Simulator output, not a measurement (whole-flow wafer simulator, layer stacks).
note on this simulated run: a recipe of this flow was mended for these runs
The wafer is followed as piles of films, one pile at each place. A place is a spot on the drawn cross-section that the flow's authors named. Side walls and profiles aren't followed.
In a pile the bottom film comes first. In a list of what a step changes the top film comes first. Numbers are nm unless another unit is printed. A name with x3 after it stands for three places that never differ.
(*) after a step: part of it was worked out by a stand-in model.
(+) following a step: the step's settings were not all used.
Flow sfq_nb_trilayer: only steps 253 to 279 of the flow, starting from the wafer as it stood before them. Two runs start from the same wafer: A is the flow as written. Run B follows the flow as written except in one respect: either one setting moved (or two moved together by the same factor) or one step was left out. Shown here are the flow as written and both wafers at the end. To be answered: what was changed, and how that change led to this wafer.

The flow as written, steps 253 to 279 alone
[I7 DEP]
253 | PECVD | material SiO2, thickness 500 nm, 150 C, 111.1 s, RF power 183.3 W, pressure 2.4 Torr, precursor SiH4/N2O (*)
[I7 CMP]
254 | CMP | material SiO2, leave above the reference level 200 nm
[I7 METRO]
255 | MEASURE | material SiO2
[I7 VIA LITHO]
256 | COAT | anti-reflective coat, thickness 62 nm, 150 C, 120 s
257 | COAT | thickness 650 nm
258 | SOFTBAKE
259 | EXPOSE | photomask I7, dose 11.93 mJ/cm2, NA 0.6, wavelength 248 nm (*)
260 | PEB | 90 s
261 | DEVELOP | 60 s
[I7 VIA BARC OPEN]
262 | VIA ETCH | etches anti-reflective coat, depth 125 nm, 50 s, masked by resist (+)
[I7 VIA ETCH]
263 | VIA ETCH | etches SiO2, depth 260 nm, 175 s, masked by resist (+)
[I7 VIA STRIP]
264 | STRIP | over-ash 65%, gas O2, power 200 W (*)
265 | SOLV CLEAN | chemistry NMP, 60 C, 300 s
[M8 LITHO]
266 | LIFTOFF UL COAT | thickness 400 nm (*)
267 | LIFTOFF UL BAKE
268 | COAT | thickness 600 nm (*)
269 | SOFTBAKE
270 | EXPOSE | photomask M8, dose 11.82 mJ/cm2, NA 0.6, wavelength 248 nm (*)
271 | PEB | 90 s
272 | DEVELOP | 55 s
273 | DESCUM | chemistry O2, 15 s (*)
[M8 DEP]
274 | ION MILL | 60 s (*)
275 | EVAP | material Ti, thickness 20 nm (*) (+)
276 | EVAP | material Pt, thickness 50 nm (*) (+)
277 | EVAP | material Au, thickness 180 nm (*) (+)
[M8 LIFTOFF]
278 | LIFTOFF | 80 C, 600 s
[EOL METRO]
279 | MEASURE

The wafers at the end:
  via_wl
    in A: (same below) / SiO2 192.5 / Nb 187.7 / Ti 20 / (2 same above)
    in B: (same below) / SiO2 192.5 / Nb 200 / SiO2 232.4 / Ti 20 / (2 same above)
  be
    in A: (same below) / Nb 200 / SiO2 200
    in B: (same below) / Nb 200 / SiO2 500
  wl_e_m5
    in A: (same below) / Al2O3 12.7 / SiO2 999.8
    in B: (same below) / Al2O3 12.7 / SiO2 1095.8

What caused this: step 254, CMP: material SiO2, leave above the reference level 200 nm, was not run.

How this came from the change, step by step:
  256 | COAT | anti-reflective coat, thickness 62 nm, 150 C, 120 s
      m0r_line_l x2, m6r_line_l x2: A anti-reflective coat gains 62 (new film) | B anti-reflective coat gains 30.4 (new film)
      m0r_space_l, m0r_space_r, m6r_space_l, m6r_space_r: A anti-reflective coat gains 62 (new film) | B anti-reflective coat gains 107.5 (new film)
      (as well as at 90 more places)
  257 | COAT | thickness 650 nm
      m0r_line_l x2, m6r_line_l x2: A KrF-resist-other-grade gains 650 (new film) | B KrF-resist-other-grade gains 726.1 (new film)
      via_w, r5r_spacepad_r: A KrF-resist-other-grade gains 650 (new film) | B KrF-resist-other-grade gains 597.1 (new film)
      (as well as at 76 more places)
  261 | DEVELOP | 60 s
      via_wl: A KrF-resist-other-grade loses 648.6 (all of it) | B KrF-resist-other-grade loses 594.1 (all of it)
      via_w: A KrF-resist-other-grade loses 648.6 (all of it) | B KrF-resist-other-grade loses 595.9 (all of it)
      (as well as at 1 more place)
  262 | VIA ETCH | etches anti-reflective coat, depth 125 nm, 50 s, masked by resist (+)
      via_wl: A anti-reflective coat loses 62 (all of it), SiO2 loses 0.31 | B anti-reflective coat loses 56.9 (all of it), SiO2 loses 0.34
      via_w: A anti-reflective coat loses 62 (all of it), SiO2 loses 0.31 | B anti-reflective coat loses 64.6 (all of it), SiO2 loses 0.3
  263 | VIA ETCH | etches SiO2, depth 260 nm, 175 s, masked by resist (+)
      via_wl, via_w, via_wr: A SiO2 loses 199.7 (all of it), Nb loses 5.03 | B SiO2 loses 260
  264 | STRIP | over-ash 65%, gas O2, power 200 W (*)
      m0r_line_l x2, m6r_line_l x2: A KrF-resist-other-grade loses 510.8 (all of it), anti-reflective coat loses 62 (all of it) | B KrF-resist-other-grade loses 586.8 (all of it), anti-reflective coat loses 30.4 (all of it)
      m0r_space_l, m0r_space_r, m6r_space_l, m6r_space_r: A KrF-resist-other-grade loses 510.8 (all of it), anti-reflective coat loses 62 (all of it) | B KrF-resist-other-grade loses 522.7 (all of it), anti-reflective coat loses 107.5 (all of it)
      (as well as at 92 more places)
  266 | LIFTOFF UL COAT | thickness 400 nm (*)
      m0r_line_l x2, m6r_line_l x2: A lift-off-underlayer gains 400 (new film) | B lift-off-underlayer gains 453.8 (new film)
      m0r_space_l, m0r_space_r, m6r_space_l, m6r_space_r: A lift-off-underlayer gains 400 (new film) | B lift-off-underlayer gains 473 (new film)
      (as well as at 83 more places)
  268 | COAT | thickness 600 nm (*)
      m0r_line_l x2, m6r_line_l x2: A KrF-resist-other-grade gains 600 (new film) | B KrF-resist-other-grade gains 620.7 (new film)
      c5j, ce_r: A KrF-resist-other-grade gains 597 (new film) | B KrF-resist-other-grade gains 574.2 (new film)
      (as well as at 57 more places)
  272 | DEVELOP | 55 s
      field_l: A KrF-resist-other-grade loses 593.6 (all of it), lift-off-underlayer loses 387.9 (all of it) | B KrF-resist-other-grade loses 614.1 (all of it), lift-off-underlayer loses 460.9 (all of it)
      v_sur: A KrF-resist-other-grade loses 607.6 (all of it), lift-off-underlayer loses 368.7 (all of it) | B KrF-resist-other-grade loses 585.9 (all of it), lift-off-underlayer loses 292 (all of it)
      (as well as at 9 more places)
  274 | ION MILL | 60 s (*)
      via_wl, via_w, via_wr: A Nb loses 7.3 | B SiO2 loses 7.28
  278 | LIFTOFF | 80 C, 600 s
      m0r_line_l x2, m6r_line_l x2: A Au loses 180 (all of it), Pt loses 50 (all of it), Ti loses 20 (all of it), KrF-resist-other-grade loses 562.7 (all of it), lift-off-underlayer loses 400 (all of it) | B Au loses 180 (all of it), Pt loses 50 (all of it), Ti loses 20 (all of it), KrF-resist-other-grade loses 583.3 (all of it), lift-off-underlayer loses 453.8 (all of it)
      m0r_space_l, m0r_space_r, m6r_space_l, m6r_space_r: A Au loses 180 (all of it), Pt loses 50 (all of it), Ti loses 20 (all of it), KrF-resist-other-grade loses 562.7 (all of it), lift-off-underlayer loses 400 (all of it) | B Au loses 180 (all of it), Pt loses 50 (all of it), Ti loses 20 (all of it), KrF-resist-other-grade loses 567.9 (all of it), lift-off-underlayer loses 473 (all of it)
      (as well as at 74 more places)
With metal films that touch counted as one body, via_wl has 8 bodies (between them, from the top down: SiO2 232.4; SiO2 192.5; SiO2 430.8 / Al2O3 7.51 / Nb2O5 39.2; SiO2 192.5; SiO2 192.5; SiO2 192.5; SiO2 192.5); the flow as written gives 7 bodies (between them, from the top down: SiO2 192.5; SiO2 430.8 / Al2O3 7.51 / Nb2O5 39.2; SiO2 192.5; SiO2 192.5; SiO2 192.5; SiO2 192.5).
